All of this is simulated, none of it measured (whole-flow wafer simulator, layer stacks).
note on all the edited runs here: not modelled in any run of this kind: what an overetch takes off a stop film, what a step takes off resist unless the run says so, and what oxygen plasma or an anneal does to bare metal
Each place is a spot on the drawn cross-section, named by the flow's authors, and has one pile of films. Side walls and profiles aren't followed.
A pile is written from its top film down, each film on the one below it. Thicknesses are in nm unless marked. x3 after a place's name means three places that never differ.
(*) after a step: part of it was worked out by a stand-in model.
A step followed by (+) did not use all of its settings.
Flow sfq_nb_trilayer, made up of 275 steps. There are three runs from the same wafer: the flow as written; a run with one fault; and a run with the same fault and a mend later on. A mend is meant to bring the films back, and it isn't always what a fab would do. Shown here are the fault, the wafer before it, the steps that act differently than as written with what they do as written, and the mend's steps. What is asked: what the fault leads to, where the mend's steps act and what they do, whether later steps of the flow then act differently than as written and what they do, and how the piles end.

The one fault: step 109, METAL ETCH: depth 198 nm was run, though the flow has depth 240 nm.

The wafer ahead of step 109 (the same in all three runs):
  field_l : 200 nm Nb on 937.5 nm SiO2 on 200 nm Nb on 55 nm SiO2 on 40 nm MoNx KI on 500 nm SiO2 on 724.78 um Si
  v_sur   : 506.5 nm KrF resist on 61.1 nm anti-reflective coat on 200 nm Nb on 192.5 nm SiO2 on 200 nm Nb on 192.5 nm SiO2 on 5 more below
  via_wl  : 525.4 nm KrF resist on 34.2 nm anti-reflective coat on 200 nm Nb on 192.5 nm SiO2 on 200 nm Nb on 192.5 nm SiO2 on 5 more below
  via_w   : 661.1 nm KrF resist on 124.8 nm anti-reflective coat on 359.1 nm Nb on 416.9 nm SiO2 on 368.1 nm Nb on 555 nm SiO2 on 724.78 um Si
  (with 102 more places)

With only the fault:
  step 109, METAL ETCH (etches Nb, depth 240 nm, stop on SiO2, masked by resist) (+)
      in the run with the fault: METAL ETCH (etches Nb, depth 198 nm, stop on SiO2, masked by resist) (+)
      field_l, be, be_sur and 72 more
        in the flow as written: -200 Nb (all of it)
        in the run with the fault: -198 Nb
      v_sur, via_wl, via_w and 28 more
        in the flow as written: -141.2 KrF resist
        in the run with the fault: -116.5 KrF resist
  Steps later in the flow that act otherwise than as written (1 other step is not shown; it differs only slightly, by no more than 2% or 0.5 nm, whichever is larger):
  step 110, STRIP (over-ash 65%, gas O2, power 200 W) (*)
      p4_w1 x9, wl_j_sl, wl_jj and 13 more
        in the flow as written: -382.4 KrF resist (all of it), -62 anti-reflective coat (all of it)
        in the run with the fault: -407.1 KrF resist (all of it), -62 anti-reflective coat (all of it)
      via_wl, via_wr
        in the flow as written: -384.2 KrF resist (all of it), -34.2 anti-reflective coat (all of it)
        in the run with the fault: -408.9 KrF resist (all of it), -34.2 anti-reflective coat (all of it)
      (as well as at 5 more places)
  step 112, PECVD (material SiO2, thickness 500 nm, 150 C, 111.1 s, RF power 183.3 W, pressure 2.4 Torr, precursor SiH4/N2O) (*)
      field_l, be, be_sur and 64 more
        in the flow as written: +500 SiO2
        in the run with the fault: +500 SiO2 (new film)
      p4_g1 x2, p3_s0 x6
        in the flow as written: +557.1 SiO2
        in the run with the fault: +555.1 SiO2 (new film)
  The piles end different from the flow's at field_l, be, be_sur and 72 more by more than 2% or 0.5 nm, whichever is larger.
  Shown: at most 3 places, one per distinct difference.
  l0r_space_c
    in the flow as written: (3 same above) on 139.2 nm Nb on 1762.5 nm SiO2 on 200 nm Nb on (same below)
    in the run with the fault: (3 same above) on 139.2 nm Nb on 783 nm SiO2 on 2 nm Nb on 977.5 nm SiO2 on 200 nm Nb on (same below)
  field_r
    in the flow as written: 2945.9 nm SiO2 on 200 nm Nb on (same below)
    in the run with the fault: 1966.4 nm SiO2 on 2 nm Nb on 977.5 nm SiO2 on 200 nm Nb on (same below)
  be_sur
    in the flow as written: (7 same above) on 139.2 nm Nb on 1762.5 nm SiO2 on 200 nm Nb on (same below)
    in the run with the fault: (7 same above) on 139.2 nm Nb on 783 nm SiO2 on 2 nm Nb on 977.5 nm SiO2 on 200 nm Nb on (same below)

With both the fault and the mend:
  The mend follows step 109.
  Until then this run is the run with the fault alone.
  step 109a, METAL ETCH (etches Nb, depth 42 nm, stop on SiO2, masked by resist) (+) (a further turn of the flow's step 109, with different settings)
      field_l, be, be_sur and 72 more
        -2 Nb (all of it)
      v_sur, via_wl, via_w and 28 more
        -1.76 KrF resist
  Steps later in the flow that act otherwise than as written:
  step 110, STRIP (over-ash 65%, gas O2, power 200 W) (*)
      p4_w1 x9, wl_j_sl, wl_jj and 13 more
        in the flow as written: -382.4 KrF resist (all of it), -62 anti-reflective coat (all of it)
        in the run with the mend: -405.3 KrF resist (all of it), -62 anti-reflective coat (all of it)
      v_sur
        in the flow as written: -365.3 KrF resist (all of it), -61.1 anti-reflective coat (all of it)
        in the run with the mend: -388.3 KrF resist (all of it), -61.1 anti-reflective coat (all of it)
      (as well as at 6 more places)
  At every place that both follow, the piles at the end match the flow's.
